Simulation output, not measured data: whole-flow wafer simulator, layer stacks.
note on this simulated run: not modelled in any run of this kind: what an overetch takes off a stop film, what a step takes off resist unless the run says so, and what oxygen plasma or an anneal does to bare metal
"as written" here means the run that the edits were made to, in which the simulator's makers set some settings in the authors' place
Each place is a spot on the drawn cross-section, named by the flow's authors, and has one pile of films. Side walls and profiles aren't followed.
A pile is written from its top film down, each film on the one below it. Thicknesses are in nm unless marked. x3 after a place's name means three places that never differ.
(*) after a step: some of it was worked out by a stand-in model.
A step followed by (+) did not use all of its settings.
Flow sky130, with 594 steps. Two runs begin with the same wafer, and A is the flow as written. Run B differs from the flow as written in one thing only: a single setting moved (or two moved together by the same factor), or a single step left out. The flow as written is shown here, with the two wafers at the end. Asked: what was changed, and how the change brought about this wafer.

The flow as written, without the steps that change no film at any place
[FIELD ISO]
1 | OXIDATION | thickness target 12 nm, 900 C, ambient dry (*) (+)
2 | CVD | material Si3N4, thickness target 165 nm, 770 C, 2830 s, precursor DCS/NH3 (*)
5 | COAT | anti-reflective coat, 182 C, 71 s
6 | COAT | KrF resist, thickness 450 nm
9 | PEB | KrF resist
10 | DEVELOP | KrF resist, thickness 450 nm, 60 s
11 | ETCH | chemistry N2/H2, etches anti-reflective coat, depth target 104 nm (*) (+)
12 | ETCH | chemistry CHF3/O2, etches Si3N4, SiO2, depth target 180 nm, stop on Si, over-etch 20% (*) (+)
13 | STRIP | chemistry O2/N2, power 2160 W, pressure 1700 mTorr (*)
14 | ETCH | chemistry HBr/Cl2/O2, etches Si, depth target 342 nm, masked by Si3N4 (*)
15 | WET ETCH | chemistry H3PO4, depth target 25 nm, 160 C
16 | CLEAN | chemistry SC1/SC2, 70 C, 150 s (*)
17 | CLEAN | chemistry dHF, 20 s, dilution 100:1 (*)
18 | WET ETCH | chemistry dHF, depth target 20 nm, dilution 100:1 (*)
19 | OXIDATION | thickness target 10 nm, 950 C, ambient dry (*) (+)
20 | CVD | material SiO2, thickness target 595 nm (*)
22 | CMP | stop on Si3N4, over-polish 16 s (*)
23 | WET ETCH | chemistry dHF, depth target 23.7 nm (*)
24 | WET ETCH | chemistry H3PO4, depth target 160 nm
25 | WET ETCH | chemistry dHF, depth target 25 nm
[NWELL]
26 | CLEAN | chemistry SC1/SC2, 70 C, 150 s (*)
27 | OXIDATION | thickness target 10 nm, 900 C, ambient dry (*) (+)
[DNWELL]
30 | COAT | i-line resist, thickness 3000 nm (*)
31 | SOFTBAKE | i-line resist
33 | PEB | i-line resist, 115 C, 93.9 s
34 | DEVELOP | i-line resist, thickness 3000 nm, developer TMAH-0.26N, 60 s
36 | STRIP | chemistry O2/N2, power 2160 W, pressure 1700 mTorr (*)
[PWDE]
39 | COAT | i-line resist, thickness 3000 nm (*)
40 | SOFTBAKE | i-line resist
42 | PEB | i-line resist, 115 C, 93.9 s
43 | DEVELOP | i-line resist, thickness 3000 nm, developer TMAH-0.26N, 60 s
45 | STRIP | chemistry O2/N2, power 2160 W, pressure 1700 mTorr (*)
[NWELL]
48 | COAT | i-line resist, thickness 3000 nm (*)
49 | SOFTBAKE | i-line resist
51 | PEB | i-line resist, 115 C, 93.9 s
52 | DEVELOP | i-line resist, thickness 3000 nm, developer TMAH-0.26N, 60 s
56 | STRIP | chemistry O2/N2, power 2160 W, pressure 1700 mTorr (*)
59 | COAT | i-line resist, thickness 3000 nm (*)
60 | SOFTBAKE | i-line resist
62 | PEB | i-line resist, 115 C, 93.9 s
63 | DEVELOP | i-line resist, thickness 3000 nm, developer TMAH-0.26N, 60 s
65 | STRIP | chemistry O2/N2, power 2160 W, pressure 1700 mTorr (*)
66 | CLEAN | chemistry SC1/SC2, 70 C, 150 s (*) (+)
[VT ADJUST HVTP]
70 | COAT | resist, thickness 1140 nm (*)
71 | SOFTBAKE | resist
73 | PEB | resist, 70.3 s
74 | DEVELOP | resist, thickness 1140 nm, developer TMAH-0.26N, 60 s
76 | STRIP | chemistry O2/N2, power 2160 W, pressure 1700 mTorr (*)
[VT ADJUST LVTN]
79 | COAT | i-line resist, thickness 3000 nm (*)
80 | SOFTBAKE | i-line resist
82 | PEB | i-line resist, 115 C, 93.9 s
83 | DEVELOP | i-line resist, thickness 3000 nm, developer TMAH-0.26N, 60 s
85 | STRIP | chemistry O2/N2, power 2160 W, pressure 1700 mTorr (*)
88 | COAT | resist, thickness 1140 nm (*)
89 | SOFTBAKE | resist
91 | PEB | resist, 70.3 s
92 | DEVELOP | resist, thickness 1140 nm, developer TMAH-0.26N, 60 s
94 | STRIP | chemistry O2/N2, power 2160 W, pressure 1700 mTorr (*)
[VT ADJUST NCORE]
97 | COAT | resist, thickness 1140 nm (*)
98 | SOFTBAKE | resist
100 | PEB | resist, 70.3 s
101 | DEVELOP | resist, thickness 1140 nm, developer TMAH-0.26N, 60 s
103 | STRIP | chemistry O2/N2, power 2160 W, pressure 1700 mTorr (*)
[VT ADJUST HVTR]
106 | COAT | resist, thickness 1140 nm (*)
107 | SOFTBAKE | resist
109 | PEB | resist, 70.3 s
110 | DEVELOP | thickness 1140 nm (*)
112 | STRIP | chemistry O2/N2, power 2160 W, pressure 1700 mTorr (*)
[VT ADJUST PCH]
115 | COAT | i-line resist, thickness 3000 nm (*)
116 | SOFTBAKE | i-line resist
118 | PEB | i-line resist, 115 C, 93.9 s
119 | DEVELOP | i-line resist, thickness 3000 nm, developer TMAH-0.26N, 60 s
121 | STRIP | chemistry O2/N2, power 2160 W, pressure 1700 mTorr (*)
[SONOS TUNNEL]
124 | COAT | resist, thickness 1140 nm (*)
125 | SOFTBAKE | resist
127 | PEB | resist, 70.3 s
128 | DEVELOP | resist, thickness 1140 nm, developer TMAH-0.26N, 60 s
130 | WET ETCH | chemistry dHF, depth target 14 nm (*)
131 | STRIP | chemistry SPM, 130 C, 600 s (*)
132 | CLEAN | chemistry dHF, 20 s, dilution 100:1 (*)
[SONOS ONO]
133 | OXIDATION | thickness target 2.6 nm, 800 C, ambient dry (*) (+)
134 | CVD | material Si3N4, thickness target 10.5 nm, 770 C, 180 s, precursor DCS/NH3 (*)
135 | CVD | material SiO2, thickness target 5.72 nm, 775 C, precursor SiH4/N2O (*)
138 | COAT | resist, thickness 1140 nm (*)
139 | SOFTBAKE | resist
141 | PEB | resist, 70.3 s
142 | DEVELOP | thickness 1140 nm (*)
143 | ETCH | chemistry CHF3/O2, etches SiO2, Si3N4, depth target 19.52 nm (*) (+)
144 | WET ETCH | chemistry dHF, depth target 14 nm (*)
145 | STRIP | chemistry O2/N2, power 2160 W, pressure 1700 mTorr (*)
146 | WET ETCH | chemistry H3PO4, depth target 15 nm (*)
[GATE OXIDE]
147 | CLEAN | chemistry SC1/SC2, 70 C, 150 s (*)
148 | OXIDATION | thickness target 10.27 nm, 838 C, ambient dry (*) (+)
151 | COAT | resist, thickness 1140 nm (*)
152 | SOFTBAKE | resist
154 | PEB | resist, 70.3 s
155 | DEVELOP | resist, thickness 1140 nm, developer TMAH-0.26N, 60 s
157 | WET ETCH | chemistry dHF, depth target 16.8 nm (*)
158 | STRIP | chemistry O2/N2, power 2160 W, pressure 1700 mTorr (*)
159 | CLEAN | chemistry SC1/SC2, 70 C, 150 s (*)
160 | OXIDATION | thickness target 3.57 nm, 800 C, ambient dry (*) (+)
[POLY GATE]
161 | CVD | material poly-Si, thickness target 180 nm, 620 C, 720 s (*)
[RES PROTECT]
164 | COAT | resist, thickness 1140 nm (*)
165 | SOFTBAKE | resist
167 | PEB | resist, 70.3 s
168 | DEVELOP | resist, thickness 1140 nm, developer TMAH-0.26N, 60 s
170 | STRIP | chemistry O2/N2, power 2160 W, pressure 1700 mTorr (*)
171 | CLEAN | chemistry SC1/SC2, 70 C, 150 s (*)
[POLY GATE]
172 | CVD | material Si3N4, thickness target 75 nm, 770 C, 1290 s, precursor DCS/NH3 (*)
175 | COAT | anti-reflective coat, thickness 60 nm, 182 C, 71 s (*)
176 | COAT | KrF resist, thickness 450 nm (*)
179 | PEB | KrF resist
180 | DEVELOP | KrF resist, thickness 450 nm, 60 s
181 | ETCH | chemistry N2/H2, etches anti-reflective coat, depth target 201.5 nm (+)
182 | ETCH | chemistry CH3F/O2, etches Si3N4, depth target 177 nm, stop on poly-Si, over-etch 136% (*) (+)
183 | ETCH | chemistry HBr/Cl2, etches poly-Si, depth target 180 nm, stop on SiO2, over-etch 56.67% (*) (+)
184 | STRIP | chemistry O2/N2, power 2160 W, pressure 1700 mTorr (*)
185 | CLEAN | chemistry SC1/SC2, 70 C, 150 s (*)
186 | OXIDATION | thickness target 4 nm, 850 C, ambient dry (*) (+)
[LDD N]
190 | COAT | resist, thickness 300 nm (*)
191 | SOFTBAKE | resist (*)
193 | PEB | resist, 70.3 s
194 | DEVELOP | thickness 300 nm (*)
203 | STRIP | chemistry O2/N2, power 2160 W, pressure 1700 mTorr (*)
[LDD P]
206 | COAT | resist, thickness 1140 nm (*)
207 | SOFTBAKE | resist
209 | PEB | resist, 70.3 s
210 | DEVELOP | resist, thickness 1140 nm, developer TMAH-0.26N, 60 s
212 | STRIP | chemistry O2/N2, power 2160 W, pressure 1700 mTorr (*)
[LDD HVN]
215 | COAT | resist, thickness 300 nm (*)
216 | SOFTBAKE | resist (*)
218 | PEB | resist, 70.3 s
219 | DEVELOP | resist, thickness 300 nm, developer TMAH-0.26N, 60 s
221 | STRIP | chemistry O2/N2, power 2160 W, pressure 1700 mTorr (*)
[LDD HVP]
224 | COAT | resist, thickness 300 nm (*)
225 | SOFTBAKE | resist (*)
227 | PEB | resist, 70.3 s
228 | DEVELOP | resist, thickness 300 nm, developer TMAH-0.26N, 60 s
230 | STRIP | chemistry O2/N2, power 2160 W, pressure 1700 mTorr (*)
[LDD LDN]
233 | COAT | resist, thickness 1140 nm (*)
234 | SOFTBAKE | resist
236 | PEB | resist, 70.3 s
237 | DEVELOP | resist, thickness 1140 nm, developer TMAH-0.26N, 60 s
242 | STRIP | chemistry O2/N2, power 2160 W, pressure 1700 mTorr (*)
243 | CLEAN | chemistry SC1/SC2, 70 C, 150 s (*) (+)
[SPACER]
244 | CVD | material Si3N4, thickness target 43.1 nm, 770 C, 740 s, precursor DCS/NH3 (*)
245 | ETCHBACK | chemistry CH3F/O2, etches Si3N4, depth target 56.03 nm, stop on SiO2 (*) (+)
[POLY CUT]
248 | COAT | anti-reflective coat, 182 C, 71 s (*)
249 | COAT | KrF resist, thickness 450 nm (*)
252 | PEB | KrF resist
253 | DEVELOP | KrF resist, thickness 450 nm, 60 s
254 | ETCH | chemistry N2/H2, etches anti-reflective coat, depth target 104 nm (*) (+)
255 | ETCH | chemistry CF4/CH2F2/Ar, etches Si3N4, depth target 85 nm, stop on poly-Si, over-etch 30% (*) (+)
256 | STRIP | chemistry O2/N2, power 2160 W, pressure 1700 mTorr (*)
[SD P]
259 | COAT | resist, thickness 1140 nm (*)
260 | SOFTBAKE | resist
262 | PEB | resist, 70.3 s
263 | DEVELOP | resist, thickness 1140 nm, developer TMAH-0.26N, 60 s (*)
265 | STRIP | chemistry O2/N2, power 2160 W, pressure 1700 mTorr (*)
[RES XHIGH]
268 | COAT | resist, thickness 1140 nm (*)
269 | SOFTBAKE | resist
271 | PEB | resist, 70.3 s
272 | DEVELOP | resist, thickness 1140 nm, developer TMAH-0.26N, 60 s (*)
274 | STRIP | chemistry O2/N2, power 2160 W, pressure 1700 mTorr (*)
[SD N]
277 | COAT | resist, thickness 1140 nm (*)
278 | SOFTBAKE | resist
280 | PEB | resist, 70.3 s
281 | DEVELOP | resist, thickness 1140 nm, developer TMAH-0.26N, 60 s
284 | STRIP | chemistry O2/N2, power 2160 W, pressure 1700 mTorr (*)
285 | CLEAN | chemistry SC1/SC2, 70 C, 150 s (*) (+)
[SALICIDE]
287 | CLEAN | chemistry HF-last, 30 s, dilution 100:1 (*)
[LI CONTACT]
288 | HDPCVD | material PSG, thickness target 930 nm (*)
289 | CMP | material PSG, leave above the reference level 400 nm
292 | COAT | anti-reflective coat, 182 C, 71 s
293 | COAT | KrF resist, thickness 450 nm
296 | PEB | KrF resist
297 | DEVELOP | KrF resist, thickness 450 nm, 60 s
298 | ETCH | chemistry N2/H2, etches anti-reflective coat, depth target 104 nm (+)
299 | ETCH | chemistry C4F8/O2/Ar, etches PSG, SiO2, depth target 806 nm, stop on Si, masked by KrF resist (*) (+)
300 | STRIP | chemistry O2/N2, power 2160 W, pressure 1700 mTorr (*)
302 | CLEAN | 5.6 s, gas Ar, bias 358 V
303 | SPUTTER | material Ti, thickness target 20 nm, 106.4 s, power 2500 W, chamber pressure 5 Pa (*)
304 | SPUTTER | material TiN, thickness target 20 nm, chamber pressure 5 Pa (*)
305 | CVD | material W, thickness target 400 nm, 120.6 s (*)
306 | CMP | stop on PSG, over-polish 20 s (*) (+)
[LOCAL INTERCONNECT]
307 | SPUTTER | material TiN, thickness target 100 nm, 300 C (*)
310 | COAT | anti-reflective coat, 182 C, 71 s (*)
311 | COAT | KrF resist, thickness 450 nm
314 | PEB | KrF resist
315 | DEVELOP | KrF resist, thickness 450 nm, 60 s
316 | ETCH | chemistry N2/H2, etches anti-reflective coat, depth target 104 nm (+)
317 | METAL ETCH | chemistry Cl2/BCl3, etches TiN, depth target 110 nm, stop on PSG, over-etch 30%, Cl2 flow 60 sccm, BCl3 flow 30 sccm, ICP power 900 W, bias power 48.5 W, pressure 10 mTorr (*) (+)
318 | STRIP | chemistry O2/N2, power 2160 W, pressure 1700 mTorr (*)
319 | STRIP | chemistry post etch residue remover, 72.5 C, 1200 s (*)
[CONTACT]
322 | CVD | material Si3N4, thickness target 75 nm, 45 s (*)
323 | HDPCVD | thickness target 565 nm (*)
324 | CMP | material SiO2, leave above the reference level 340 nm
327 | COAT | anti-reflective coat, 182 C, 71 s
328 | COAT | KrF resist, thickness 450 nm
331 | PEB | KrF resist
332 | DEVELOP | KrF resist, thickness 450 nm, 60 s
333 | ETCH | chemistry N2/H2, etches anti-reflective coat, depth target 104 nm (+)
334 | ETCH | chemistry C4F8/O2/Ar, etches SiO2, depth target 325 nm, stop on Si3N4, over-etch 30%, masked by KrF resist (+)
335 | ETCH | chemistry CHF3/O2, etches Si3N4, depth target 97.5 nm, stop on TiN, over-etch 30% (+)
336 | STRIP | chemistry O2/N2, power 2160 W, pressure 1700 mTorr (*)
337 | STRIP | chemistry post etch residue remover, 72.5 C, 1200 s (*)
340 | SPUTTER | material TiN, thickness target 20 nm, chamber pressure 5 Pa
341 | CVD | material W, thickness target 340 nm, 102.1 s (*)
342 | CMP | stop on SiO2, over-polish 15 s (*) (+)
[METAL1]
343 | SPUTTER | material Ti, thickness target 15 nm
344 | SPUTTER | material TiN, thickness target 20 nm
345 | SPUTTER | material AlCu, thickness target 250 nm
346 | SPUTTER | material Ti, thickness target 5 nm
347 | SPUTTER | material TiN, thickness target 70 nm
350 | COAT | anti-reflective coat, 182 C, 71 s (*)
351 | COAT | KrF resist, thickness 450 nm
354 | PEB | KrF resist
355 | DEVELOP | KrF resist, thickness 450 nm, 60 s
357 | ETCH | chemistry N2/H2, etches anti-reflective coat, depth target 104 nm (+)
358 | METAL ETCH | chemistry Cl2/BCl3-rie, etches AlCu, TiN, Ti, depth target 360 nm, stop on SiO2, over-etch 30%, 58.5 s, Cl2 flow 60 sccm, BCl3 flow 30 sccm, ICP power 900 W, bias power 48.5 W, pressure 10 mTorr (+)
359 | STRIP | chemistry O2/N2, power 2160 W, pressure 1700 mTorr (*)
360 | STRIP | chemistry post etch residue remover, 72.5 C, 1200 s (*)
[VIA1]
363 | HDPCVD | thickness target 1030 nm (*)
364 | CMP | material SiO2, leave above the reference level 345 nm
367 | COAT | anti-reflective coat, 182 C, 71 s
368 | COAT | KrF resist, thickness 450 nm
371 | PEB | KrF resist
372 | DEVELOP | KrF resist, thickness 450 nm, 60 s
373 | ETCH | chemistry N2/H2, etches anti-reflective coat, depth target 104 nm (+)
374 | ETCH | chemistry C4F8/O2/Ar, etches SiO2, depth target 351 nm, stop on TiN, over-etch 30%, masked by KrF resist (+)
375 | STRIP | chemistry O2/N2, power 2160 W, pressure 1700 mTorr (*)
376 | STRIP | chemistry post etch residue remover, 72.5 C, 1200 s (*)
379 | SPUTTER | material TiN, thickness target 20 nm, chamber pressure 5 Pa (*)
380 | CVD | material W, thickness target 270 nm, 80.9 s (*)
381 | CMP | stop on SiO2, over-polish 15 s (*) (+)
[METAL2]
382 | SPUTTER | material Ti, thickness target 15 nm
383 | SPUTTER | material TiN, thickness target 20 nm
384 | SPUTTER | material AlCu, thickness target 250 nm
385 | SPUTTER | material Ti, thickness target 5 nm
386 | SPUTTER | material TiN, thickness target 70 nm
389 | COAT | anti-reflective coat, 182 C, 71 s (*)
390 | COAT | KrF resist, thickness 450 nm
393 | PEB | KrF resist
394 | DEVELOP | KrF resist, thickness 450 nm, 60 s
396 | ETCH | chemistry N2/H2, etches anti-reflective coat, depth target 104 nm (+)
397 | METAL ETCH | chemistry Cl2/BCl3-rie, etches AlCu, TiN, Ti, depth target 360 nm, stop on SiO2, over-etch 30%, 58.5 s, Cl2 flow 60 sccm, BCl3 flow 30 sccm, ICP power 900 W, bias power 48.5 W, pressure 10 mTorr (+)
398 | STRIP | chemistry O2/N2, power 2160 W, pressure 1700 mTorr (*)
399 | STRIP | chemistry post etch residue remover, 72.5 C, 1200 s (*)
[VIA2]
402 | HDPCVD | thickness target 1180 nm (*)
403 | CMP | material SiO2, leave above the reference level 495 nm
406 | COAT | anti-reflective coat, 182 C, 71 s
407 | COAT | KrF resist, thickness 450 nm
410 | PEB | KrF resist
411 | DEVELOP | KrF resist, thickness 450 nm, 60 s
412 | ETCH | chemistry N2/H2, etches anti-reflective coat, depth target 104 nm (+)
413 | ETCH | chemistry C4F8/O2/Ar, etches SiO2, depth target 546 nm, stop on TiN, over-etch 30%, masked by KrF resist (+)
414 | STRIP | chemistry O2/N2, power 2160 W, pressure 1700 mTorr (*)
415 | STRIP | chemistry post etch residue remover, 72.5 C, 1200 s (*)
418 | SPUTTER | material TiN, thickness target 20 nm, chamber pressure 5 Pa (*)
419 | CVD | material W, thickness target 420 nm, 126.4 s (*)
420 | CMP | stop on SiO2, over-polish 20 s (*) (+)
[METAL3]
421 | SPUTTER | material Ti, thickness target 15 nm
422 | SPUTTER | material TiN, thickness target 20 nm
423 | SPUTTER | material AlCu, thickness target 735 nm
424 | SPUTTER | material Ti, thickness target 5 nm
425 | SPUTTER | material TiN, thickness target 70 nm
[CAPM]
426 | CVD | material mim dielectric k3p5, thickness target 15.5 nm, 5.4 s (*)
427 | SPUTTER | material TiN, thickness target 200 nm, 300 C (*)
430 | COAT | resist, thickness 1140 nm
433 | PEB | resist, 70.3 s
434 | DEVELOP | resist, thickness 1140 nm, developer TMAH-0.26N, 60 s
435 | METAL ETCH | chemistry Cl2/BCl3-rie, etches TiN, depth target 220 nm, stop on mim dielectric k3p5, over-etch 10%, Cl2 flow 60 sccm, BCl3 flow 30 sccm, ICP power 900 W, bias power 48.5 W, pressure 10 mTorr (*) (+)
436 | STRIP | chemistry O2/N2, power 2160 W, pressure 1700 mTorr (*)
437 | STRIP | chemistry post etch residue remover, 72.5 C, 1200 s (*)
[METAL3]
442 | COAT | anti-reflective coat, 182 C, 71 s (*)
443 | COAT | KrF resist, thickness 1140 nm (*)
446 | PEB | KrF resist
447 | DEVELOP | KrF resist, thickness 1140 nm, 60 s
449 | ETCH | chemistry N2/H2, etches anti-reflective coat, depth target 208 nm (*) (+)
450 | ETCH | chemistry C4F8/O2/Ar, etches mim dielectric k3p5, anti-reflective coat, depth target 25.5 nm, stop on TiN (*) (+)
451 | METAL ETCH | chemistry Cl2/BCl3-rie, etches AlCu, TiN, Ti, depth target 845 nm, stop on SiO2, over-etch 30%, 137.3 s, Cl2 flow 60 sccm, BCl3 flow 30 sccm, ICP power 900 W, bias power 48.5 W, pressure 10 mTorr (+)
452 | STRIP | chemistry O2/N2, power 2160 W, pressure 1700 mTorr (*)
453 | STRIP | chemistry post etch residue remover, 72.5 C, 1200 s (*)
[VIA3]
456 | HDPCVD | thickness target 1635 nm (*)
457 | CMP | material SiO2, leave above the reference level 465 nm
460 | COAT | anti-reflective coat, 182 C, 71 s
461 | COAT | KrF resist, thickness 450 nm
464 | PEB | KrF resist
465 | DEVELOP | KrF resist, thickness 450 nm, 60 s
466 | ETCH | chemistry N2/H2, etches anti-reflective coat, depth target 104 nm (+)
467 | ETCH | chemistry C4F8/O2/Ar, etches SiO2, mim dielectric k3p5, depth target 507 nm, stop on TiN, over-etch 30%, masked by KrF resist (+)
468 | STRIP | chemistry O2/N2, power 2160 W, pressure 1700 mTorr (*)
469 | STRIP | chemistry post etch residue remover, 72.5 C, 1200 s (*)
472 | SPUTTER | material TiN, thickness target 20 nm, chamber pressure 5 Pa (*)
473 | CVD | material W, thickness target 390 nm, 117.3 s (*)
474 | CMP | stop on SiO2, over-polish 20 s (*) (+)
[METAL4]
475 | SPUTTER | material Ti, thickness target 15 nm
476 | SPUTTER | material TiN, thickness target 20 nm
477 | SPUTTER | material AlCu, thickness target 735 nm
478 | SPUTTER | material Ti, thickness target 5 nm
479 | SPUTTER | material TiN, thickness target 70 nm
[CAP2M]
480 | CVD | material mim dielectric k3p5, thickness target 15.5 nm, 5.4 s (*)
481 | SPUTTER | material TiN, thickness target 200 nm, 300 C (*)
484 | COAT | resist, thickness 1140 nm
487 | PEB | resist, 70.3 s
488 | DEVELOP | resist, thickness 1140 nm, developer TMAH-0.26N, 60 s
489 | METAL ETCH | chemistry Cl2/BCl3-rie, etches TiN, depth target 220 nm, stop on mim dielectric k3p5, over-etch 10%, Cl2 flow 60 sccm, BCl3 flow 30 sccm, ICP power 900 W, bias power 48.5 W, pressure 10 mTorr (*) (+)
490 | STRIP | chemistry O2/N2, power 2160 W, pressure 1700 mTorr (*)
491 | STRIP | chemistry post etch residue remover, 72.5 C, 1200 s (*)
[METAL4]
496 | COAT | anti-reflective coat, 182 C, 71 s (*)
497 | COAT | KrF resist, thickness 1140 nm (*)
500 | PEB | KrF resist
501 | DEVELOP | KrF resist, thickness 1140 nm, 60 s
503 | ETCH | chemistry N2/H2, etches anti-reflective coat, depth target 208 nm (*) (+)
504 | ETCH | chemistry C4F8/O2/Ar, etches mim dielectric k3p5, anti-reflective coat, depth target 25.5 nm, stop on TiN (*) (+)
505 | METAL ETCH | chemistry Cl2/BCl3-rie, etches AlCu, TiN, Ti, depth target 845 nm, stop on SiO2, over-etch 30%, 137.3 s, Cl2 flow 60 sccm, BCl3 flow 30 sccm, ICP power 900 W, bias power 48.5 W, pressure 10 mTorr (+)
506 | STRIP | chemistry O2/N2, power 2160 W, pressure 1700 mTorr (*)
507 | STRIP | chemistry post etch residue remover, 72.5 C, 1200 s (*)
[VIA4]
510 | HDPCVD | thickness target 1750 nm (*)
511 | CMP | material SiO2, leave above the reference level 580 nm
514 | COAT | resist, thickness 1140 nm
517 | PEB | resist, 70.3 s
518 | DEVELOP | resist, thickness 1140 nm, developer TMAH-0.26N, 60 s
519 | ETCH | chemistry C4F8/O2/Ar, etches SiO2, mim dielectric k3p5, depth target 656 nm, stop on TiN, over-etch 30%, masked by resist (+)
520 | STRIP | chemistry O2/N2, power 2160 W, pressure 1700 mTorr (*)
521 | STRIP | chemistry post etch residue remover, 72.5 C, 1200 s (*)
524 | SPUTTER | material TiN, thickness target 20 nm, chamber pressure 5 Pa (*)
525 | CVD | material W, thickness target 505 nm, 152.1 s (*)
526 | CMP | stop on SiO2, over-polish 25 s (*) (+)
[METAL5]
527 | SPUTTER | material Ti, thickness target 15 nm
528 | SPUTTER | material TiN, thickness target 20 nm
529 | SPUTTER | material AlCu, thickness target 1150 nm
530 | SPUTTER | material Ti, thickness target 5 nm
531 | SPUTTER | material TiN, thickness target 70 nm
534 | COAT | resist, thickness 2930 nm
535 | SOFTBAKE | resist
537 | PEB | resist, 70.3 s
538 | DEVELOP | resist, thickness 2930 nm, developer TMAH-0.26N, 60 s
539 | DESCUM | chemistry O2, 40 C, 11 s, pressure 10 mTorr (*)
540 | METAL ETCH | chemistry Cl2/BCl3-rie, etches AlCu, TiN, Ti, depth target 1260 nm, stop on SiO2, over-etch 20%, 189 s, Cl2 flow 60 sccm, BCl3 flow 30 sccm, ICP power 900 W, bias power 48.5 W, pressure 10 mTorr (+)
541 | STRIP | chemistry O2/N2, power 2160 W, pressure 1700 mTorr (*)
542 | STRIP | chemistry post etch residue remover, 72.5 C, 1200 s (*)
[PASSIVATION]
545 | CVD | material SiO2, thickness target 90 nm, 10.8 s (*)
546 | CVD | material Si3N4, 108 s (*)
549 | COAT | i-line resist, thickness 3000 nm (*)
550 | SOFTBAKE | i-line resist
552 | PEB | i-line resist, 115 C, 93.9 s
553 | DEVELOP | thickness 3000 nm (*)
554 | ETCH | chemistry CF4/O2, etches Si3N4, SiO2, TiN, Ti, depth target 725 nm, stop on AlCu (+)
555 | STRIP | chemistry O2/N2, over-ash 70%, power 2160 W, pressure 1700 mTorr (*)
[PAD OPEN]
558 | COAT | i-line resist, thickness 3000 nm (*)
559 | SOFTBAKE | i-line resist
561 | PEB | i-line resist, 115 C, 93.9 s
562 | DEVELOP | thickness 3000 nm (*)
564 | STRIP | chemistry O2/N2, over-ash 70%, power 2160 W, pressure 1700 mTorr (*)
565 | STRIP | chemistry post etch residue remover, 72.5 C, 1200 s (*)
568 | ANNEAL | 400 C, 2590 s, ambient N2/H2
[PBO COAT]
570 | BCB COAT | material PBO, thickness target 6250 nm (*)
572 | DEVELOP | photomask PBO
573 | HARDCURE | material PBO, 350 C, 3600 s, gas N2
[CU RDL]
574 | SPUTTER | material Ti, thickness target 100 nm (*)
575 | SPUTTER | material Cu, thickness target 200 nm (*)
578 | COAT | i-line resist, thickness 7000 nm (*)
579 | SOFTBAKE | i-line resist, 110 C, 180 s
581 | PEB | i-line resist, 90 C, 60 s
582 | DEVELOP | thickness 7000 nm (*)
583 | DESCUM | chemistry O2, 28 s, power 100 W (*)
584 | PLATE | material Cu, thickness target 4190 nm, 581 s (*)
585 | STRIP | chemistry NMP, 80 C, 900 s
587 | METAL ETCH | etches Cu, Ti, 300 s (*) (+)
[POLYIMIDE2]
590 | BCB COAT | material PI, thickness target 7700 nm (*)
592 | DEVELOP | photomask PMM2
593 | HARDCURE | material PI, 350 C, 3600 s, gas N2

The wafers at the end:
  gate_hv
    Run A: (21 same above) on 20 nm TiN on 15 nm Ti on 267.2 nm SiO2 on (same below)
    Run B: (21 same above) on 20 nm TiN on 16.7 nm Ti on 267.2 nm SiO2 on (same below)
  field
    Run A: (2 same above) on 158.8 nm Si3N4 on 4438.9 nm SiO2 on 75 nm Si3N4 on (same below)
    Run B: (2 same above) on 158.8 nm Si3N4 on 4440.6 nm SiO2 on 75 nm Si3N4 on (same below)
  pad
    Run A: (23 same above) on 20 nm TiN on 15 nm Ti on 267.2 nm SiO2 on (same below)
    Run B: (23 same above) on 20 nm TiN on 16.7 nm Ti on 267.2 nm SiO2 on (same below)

The reason: step 382, SPUTTER: thickness target 16.7 nm was run, though the flow has thickness target 15 nm.
The wafer itself shows it: gate_hv has Ti 16.7, and step 382 as written asks for 15 nm.

The path from the change to this, step by step:
  382 | SPUTTER | material Ti, thickness target 15 nm
      field, active, n_well and 188 more: A +15 Ti (new film) | B +16.7 Ti (new film)
  397 | METAL ETCH | chemistry Cl2/BCl3-rie, etches AlCu, TiN, Ti, depth target 360 nm, stop on SiO2, over-etch 30%, 58.5 s, Cl2 flow 60 sccm, BCl3 flow 30 sccm, ICP power 900 W, bias power 48.5 W, pressure 10 mTorr (+)
      field, active, gate and 82 more: A -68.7 TiN (all of it), -5 Ti (all of it), -250 AlCu (all of it), -20 TiN (all of it), -15 Ti (all of it), -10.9 SiO2 | B -68.7 TiN (all of it), -5 Ti (all of it), -250 AlCu (all of it), -20 TiN (all of it), -16.7 Ti (all of it), -10.8 SiO2
